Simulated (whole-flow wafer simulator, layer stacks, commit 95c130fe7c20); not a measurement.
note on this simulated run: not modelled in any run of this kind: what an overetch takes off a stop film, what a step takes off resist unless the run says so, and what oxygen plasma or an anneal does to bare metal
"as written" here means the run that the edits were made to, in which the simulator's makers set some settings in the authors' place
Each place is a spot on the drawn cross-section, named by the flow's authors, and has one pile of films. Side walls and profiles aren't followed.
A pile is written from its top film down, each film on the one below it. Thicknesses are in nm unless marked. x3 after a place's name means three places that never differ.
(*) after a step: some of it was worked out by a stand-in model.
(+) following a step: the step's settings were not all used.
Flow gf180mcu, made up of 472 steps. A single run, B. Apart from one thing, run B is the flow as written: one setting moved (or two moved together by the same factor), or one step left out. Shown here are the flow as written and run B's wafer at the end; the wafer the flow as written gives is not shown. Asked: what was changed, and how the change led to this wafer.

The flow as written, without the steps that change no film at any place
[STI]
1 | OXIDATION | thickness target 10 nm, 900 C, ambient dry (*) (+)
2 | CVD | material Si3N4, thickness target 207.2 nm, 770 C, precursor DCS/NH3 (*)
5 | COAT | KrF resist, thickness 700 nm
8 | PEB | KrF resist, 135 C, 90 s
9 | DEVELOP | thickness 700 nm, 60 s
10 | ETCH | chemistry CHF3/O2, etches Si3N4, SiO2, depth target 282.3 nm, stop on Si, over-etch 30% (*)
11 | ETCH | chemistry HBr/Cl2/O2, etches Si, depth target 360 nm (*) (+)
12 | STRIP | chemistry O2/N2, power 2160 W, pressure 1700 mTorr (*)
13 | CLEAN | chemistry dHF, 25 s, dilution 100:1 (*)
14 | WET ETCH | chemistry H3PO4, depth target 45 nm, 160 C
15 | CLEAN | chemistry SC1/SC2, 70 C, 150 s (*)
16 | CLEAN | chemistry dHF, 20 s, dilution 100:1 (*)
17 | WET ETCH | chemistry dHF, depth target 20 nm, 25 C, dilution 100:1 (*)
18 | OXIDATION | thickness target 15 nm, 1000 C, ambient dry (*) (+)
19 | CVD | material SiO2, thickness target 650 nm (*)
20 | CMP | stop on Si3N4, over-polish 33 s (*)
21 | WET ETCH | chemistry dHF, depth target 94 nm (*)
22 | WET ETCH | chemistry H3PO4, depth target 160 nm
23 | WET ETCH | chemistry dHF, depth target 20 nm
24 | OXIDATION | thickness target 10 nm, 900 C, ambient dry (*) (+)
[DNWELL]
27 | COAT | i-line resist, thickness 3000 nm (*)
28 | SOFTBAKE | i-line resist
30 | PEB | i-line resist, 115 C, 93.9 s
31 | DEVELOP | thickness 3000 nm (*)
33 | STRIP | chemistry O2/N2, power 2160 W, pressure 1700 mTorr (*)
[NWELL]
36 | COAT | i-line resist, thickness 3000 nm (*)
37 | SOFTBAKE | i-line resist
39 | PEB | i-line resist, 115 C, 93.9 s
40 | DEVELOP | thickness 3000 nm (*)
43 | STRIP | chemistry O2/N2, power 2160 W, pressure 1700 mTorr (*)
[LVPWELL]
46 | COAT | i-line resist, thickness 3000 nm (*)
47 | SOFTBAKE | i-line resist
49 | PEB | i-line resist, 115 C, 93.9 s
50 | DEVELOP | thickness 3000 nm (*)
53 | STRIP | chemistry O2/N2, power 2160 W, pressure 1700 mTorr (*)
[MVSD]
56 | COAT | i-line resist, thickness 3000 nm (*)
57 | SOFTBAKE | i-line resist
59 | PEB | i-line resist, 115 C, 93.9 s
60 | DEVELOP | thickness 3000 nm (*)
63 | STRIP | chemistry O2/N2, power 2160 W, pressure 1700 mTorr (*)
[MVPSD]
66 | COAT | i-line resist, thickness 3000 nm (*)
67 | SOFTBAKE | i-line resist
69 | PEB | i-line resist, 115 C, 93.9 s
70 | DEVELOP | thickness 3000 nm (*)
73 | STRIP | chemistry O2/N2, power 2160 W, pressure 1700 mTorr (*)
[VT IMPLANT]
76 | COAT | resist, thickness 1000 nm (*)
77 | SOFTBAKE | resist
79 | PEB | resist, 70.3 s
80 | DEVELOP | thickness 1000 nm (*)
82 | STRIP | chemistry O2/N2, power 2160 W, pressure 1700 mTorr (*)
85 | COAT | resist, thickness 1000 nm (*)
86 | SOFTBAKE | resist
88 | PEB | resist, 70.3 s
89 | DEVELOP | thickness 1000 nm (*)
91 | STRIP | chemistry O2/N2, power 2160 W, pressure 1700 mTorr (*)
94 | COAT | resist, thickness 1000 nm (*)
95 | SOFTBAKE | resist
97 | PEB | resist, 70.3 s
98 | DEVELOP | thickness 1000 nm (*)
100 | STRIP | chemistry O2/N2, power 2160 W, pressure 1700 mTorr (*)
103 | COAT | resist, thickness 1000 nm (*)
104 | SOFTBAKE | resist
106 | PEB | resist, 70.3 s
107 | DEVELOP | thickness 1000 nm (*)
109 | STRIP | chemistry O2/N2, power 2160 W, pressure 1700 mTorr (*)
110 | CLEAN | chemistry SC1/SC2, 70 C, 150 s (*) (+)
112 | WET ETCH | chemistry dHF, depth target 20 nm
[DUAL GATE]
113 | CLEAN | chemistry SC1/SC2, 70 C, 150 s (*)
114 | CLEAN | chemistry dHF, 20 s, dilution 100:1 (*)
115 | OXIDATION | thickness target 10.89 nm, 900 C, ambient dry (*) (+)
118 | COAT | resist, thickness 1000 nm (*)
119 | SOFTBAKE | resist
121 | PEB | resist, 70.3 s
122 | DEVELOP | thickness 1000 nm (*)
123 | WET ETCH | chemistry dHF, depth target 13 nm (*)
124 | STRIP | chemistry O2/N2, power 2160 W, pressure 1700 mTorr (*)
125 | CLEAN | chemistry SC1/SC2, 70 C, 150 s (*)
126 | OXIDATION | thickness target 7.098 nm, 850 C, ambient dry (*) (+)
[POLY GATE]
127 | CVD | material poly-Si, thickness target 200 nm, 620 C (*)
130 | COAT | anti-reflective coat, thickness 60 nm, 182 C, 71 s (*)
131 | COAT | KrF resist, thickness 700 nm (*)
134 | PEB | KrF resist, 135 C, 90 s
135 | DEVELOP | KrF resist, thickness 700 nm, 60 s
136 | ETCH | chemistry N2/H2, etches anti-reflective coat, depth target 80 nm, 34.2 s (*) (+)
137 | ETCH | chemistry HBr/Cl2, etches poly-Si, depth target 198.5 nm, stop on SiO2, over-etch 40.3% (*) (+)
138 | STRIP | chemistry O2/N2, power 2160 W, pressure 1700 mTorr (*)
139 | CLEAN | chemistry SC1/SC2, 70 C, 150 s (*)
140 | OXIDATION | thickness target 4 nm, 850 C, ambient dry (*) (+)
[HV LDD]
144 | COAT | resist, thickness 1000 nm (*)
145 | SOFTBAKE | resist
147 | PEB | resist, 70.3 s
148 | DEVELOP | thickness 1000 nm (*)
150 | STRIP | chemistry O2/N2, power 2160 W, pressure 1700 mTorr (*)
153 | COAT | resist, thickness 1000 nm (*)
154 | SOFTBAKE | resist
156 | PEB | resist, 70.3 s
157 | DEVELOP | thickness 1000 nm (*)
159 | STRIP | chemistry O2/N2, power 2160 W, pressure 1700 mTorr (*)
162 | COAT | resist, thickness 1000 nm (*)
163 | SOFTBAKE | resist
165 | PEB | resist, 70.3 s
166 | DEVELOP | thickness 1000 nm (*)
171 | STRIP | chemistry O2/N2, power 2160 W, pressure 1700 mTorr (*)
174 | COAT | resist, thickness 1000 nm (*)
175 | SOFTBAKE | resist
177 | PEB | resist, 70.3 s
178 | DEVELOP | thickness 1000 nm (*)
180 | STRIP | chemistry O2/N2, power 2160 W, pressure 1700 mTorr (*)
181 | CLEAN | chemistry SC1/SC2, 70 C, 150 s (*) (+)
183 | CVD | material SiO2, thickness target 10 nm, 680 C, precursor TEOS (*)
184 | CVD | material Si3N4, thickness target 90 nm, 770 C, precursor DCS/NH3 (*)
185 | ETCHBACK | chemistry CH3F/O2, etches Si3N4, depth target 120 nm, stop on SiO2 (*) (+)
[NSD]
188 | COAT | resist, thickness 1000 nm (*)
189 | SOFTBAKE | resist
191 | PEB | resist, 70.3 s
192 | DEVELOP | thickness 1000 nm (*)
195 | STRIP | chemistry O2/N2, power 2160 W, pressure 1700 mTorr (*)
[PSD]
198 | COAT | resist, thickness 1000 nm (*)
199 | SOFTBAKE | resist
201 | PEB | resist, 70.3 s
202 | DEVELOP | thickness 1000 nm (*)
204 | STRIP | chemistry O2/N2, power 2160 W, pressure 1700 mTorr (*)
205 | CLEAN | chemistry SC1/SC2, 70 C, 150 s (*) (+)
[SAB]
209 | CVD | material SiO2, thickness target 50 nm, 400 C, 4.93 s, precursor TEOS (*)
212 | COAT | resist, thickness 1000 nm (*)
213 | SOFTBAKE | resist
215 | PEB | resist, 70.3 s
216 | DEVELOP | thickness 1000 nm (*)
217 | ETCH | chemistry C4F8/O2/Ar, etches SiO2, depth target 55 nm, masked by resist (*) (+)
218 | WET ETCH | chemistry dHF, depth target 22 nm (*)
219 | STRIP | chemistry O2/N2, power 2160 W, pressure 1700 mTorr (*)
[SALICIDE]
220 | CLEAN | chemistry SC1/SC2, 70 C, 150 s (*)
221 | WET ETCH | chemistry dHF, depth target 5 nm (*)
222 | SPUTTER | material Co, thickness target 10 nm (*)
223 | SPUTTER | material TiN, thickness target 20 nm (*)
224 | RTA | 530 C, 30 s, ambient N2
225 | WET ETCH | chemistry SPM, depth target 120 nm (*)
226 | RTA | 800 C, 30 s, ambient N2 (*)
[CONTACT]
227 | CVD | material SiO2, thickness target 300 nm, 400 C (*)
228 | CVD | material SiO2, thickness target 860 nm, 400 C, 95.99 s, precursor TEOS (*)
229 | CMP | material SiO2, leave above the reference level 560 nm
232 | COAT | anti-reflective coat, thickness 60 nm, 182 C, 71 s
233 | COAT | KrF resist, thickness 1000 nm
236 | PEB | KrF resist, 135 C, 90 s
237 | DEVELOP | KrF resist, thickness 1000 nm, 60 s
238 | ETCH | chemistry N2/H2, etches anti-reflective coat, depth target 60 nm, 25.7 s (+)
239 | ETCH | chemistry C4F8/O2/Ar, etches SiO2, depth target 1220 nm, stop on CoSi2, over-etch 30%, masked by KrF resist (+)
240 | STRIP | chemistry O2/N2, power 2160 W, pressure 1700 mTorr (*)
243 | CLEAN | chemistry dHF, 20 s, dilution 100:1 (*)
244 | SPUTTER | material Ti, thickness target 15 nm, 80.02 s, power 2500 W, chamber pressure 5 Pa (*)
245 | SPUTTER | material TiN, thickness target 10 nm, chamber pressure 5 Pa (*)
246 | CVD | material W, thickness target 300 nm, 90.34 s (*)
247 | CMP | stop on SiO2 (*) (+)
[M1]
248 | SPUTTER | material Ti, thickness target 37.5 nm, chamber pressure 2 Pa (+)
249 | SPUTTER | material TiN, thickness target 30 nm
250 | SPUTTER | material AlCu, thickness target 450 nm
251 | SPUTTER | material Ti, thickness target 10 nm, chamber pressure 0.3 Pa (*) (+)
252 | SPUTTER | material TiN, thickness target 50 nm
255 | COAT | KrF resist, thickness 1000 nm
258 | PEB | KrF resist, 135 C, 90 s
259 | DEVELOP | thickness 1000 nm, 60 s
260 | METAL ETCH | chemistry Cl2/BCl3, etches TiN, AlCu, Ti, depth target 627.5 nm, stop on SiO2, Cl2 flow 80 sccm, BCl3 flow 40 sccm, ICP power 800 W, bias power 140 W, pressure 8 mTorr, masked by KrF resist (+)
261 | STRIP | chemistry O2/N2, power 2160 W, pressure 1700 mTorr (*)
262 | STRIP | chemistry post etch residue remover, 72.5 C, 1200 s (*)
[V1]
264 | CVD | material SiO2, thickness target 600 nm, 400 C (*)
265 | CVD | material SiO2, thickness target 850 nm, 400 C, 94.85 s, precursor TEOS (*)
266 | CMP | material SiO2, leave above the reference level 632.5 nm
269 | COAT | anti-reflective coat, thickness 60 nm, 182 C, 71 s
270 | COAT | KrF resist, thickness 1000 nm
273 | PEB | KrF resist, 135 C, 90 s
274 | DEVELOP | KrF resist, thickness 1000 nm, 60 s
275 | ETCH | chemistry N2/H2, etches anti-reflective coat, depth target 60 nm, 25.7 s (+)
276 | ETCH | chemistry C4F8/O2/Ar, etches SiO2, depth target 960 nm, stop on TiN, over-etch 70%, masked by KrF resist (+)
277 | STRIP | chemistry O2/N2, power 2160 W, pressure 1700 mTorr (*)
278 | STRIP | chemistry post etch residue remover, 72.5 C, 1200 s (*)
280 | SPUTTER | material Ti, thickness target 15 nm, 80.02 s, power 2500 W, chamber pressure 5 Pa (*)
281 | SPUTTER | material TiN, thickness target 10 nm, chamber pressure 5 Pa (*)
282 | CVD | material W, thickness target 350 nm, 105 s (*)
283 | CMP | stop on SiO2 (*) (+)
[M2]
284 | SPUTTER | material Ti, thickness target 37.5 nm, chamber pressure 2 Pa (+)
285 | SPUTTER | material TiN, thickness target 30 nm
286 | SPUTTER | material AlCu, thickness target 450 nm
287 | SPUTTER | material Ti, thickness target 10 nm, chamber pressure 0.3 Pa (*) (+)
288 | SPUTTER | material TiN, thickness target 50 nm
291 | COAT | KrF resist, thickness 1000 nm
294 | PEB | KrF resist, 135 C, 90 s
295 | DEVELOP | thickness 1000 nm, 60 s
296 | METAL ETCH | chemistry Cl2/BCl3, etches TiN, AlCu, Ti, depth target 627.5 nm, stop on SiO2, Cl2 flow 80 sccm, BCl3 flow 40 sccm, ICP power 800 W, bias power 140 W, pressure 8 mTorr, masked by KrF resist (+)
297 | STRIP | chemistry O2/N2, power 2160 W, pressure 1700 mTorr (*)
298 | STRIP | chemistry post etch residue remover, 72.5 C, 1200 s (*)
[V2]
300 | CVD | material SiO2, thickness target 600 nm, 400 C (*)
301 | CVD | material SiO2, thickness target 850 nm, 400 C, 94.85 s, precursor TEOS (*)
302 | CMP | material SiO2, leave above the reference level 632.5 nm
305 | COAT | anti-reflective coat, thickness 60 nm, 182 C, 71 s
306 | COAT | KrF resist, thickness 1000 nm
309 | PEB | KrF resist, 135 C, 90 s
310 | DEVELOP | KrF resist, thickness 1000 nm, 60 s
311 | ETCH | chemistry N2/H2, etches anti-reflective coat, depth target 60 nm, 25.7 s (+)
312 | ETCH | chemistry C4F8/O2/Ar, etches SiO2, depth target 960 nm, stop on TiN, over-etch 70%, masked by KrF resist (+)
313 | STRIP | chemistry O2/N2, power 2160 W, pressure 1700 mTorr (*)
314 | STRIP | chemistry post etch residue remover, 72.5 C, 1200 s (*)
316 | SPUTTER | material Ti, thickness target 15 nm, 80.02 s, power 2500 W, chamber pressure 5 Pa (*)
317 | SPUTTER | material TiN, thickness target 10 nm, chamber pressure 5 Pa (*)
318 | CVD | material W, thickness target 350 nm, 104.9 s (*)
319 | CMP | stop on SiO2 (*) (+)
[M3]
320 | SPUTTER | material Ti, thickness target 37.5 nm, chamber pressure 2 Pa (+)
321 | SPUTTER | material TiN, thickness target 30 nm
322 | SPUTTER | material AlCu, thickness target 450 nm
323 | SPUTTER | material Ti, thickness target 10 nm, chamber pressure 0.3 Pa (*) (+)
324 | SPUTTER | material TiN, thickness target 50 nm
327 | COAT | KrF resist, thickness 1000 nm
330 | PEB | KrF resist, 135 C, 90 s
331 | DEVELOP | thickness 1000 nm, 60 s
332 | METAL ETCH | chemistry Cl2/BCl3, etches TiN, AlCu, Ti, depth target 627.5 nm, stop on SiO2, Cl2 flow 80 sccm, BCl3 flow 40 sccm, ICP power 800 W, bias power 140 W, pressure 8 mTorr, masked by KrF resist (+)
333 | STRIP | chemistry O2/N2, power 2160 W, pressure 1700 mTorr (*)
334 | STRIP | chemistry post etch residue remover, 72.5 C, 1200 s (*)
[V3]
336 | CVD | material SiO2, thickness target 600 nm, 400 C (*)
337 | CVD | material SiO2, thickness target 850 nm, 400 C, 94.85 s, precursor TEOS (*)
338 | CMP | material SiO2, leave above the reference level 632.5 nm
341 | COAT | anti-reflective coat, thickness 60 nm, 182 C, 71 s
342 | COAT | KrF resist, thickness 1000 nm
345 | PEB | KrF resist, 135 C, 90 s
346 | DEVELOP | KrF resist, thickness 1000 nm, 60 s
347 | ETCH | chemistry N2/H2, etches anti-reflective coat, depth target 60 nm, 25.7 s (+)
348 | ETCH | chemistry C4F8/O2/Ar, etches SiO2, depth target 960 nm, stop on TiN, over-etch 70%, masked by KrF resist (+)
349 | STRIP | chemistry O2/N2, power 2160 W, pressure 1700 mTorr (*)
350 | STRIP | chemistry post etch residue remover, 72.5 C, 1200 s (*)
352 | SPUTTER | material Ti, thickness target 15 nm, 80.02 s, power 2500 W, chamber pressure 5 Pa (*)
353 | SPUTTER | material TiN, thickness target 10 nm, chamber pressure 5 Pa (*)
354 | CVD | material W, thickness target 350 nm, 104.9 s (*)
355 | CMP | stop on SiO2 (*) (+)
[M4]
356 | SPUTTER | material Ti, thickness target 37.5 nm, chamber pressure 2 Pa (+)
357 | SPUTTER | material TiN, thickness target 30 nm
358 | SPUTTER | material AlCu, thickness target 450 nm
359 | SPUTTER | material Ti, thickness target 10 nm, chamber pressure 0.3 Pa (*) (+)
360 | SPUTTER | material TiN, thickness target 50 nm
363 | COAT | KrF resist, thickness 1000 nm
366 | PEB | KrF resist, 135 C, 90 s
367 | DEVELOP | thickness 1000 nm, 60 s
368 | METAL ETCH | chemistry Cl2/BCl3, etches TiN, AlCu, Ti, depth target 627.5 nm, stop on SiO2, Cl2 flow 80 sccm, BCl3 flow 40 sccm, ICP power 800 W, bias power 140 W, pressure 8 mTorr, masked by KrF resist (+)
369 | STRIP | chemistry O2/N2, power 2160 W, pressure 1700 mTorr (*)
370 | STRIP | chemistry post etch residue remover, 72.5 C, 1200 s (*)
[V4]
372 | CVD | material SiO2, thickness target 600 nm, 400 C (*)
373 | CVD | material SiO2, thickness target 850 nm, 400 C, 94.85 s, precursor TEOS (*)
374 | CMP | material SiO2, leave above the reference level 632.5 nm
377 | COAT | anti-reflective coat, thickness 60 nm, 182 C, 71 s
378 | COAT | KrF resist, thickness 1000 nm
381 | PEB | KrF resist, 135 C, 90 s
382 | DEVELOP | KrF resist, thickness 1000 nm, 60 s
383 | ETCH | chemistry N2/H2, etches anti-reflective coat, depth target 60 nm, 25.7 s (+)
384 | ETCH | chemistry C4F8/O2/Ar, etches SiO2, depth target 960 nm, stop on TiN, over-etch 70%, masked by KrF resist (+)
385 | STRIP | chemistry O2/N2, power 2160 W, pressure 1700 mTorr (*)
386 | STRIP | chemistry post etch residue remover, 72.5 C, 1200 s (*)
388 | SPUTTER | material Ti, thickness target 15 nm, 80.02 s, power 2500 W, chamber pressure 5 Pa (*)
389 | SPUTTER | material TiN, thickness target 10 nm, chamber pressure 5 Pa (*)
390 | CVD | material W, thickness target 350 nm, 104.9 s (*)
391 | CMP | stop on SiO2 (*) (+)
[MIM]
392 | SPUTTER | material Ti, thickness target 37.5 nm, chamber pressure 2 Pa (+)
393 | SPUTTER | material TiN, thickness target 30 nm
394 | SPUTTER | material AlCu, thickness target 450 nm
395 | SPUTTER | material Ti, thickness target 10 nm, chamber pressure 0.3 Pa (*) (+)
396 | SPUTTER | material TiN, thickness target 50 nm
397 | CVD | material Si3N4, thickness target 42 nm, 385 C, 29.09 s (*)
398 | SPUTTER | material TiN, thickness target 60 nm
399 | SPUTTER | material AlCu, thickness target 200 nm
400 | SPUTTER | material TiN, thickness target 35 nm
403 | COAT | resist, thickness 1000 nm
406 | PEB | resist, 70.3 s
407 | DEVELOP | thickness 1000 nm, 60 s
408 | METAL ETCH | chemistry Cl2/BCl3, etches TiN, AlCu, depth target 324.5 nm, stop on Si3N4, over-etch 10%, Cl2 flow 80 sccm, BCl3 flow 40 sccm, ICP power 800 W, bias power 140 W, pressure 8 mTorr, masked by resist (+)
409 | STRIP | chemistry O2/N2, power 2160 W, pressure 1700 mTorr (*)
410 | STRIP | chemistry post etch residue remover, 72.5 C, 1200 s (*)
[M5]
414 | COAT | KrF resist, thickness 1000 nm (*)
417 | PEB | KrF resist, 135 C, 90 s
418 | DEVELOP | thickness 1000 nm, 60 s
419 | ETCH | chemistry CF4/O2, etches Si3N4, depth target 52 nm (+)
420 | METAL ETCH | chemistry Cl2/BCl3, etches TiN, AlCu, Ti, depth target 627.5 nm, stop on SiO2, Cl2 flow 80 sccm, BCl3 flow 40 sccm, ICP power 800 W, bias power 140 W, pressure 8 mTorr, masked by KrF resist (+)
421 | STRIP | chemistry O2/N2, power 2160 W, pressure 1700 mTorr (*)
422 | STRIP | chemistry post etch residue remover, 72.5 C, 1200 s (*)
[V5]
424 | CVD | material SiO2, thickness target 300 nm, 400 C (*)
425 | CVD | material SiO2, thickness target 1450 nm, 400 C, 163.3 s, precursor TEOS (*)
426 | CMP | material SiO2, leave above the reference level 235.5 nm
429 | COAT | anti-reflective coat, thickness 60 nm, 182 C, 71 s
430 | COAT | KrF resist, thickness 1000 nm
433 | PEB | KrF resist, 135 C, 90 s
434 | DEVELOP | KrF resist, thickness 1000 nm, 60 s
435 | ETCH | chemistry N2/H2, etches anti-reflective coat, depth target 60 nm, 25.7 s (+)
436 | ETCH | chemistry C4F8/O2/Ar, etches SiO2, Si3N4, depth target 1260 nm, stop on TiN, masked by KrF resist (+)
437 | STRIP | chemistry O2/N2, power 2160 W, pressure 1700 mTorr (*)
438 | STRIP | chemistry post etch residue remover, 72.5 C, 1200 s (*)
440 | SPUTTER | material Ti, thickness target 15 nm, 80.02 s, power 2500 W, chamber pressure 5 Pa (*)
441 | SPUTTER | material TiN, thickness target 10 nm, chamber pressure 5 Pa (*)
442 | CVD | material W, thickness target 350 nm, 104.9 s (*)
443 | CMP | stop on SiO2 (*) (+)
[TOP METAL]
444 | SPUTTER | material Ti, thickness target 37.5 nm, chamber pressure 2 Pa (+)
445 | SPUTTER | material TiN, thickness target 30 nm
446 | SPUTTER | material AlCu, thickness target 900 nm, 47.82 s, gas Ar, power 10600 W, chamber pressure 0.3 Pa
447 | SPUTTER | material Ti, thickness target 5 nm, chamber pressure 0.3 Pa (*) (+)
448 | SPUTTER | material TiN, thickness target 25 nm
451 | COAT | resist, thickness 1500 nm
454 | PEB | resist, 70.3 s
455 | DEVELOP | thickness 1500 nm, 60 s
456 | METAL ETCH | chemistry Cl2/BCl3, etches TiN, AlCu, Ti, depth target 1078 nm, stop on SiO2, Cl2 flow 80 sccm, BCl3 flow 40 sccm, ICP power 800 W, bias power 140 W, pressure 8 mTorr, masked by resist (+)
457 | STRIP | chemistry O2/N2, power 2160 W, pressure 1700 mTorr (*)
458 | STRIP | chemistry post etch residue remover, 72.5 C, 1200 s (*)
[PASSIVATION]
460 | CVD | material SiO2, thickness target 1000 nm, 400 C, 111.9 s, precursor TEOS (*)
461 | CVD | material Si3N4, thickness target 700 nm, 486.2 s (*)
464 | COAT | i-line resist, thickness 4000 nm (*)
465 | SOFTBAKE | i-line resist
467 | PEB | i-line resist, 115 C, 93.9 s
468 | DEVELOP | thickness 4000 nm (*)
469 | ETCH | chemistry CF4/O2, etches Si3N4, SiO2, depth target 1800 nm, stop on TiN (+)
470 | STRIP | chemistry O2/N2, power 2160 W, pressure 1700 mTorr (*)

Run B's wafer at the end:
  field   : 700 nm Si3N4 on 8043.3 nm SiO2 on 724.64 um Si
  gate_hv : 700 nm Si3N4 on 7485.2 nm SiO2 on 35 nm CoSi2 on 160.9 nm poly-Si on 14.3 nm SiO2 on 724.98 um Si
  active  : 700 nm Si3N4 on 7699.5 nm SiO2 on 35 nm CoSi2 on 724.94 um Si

What caused this: step 394, SPUTTER: thickness target 266 nm was run, whereas the flow has thickness target 450 nm.

Step by step, how the change led to this:
  394 | SPUTTER | material AlCu, thickness target 450 nm
      field, field__w1, field__w2 and 108 more: +266 AlCu (new film) (in the flow as written it would be: +450 AlCu (new film))
  420 | METAL ETCH | chemistry Cl2/BCl3, etches TiN, AlCu, Ti, depth target 627.5 nm, stop on SiO2, Cl2 flow 80 sccm, BCl3 flow 40 sccm, ICP power 800 W, bias power 140 W, pressure 8 mTorr, masked by KrF resist (+)
      field, field__w1, field__w2 and 101 more: -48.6 TiN (all of it), -10 Ti (all of it), -266 AlCu (all of it), -30 TiN (all of it), -37.5 Ti (all of it) (in the flow as written it would be: -48.6 TiN (all of it), -10 Ti (all of it), -450 AlCu (all of it), -30 TiN (all of it), -37.5 Ti (all of it))
      field__w4, field__w8, contact, m1, m1__w1, mim, mim_1p0, m1_nw: -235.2 KrF resist (in the flow as written it would be: -251 KrF resist)
  421 | STRIP | chemistry O2/N2, power 2160 W, pressure 1700 mTorr (*)
      field__w8, m1__w1: -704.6 KrF resist (all of it) (in the flow as written it would be: -688.9 KrF resist (all of it))
      contact, m1: -705.1 KrF resist (all of it) (in the flow as written it would be: -689.3 KrF resist (all of it))
      (and at 4 other places as well)
  426 | CMP | material SiO2, leave above the reference level 235.5 nm
      field, field__w1, field__w5 and 92 more: -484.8 SiO2 (in the flow as written it would be: -300.8 SiO2)
      field__w2, field__w3, field__w12 and 6 more: -465 SiO2 (in the flow as written it would be: -272.7 SiO2)
